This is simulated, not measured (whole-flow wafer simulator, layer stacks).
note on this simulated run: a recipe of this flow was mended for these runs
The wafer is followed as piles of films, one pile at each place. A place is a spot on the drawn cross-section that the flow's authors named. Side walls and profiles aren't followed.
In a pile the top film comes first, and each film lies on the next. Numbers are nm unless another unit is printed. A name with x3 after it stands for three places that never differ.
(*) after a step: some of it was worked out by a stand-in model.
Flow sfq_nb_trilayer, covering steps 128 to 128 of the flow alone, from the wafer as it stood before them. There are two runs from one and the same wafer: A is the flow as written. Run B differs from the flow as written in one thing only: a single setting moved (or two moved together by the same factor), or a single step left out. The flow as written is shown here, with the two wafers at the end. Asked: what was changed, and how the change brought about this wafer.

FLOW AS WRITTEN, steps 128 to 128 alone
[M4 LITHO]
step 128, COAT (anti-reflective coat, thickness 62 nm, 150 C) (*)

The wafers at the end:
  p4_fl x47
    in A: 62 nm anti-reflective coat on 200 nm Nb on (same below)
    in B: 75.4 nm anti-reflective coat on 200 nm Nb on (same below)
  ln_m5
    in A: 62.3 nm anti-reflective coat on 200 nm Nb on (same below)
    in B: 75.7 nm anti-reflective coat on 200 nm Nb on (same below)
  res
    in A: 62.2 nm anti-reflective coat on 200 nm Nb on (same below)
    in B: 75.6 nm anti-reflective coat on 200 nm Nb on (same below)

The reason: step 128, COAT: thickness 75.4 nm was run, while the flow as written has thickness 62 nm.
The wafer lets one read it off: p4_fl x47 has anti-reflective coat 75.4, and step 128 as written asks for 62 nm.

The path from the change to this, step by step:
  step 128, COAT (anti-reflective coat, thickness 62 nm, 150 C) (*)
      p4_fl x47, p4_w1 x9, wl_j_sl x15, wl_d_m1, l0r_line_l x3, m0r_space_l x2: A anti-reflective coat gains 62 (new film) | B anti-reflective coat gains 75.4 (new film)
      ln_m5, lsp_m, ln_m6, lsp_r, l0_sur, l0v: A anti-reflective coat gains 62.3 (new film) | B anti-reflective coat gains 75.7 (new film)
      (and at 23 other places as well)
